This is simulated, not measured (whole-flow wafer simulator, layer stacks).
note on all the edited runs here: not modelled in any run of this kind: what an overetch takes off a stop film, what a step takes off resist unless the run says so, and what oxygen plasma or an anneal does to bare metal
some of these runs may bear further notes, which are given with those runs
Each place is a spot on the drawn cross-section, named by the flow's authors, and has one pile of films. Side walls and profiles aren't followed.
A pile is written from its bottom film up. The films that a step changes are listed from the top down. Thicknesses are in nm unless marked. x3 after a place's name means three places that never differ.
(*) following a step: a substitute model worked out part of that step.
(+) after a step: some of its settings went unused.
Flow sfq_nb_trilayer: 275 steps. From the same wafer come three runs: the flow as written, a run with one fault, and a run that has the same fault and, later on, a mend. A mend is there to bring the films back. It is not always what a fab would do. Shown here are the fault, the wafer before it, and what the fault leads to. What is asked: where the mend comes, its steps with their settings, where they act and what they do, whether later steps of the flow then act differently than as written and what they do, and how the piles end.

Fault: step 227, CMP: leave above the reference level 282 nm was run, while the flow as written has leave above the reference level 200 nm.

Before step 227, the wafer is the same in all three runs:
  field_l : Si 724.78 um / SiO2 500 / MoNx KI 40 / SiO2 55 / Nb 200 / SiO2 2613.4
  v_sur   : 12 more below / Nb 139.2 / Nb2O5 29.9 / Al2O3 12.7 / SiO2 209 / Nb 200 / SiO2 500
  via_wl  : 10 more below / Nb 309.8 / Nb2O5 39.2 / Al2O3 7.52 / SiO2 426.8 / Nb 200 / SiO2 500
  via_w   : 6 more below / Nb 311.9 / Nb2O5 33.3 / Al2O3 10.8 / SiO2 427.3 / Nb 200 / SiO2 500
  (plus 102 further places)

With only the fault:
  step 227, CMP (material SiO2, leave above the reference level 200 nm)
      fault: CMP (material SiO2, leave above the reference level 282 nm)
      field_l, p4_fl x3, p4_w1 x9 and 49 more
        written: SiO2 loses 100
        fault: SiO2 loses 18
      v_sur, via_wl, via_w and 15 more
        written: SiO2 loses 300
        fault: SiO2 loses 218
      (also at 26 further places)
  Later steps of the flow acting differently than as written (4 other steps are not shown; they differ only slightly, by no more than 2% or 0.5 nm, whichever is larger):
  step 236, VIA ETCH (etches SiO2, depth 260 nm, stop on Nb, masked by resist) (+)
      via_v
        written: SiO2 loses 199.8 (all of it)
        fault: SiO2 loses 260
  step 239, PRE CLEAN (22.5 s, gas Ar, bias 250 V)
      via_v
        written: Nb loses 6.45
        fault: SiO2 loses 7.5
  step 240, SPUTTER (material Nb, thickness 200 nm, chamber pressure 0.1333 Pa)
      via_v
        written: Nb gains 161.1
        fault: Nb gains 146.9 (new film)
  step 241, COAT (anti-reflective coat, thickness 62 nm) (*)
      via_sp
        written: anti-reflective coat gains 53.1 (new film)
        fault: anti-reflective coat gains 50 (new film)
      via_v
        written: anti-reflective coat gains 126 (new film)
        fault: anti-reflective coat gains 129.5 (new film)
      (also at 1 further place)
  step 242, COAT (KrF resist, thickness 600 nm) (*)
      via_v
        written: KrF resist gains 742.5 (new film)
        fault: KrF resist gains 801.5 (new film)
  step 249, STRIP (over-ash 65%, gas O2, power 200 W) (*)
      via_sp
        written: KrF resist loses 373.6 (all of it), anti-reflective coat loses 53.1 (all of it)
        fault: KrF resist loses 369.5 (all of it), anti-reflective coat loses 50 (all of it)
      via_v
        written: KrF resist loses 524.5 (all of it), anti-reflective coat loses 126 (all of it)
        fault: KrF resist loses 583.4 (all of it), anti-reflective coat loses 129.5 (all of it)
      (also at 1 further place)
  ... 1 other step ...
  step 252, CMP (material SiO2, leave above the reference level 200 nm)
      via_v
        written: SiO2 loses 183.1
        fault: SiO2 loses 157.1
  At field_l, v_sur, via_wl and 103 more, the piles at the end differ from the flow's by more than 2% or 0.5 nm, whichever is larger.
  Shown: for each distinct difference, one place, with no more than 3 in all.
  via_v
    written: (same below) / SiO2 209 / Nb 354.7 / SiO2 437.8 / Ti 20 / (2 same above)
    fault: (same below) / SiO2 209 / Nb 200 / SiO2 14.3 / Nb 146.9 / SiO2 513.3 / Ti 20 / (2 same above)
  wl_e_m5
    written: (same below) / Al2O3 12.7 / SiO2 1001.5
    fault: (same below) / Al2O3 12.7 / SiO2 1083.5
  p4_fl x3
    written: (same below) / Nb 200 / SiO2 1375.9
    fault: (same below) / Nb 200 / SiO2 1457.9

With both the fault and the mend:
  The mend follows step 234.
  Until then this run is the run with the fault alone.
  step 234a, STRIP (over-ash 65%, gas O2, power 200 W) (*)
      field_l, v_sur, via_wl and 102 more
        KrF resist loses 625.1 (all of it), anti-reflective coat loses 62 (all of it)
      via_v
        anti-reflective coat loses 62 (all of it)
  step 234b, CMP (material SiO2, leave above the reference level 200 nm) (the flow's step 227 again)
      field_l, v_sur, via_wl and 103 more
        SiO2 loses 82
  step 234c, COAT (anti-reflective coat, thickness 62 nm) (the flow's step 229 again)
      field_l, v_sur, via_wl and 103 more
        anti-reflective coat gains 62 (new film)
  step 234d, COAT (KrF resist, thickness 650 nm) (the flow's step 230 again)
      field_l, v_sur, via_wl and 103 more
        KrF resist gains 650 (new film)
  step 234e, SOFTBAKE (KrF resist) (the flow's step 231 again)
      does not change any film at any place that is followed
  step 234f, EXPOSE (photomask I6, dose 11.91 mJ/cm2, NA 0.6, wavelength 248 nm) (*) (the flow's step 232 again)
      does not change any film at any place that is followed
  step 234g, PEB (KrF resist, 90 s) (the flow's step 233 again)
      field_l, v_sur, via_wl and 103 more
        KrF resist loses 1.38
  step 234h, DEVELOP (KrF resist, thickness 650 nm, 60 s) (the flow's step 234 again)
      field_l, v_sur, via_wl and 102 more
        KrF resist loses 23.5
      via_v
        KrF resist loses 648.6 (all of it)
  Every later step of the flow that is run acts as written at every place that is followed.
  At every place that both follow, the piles at the end match the flow's.
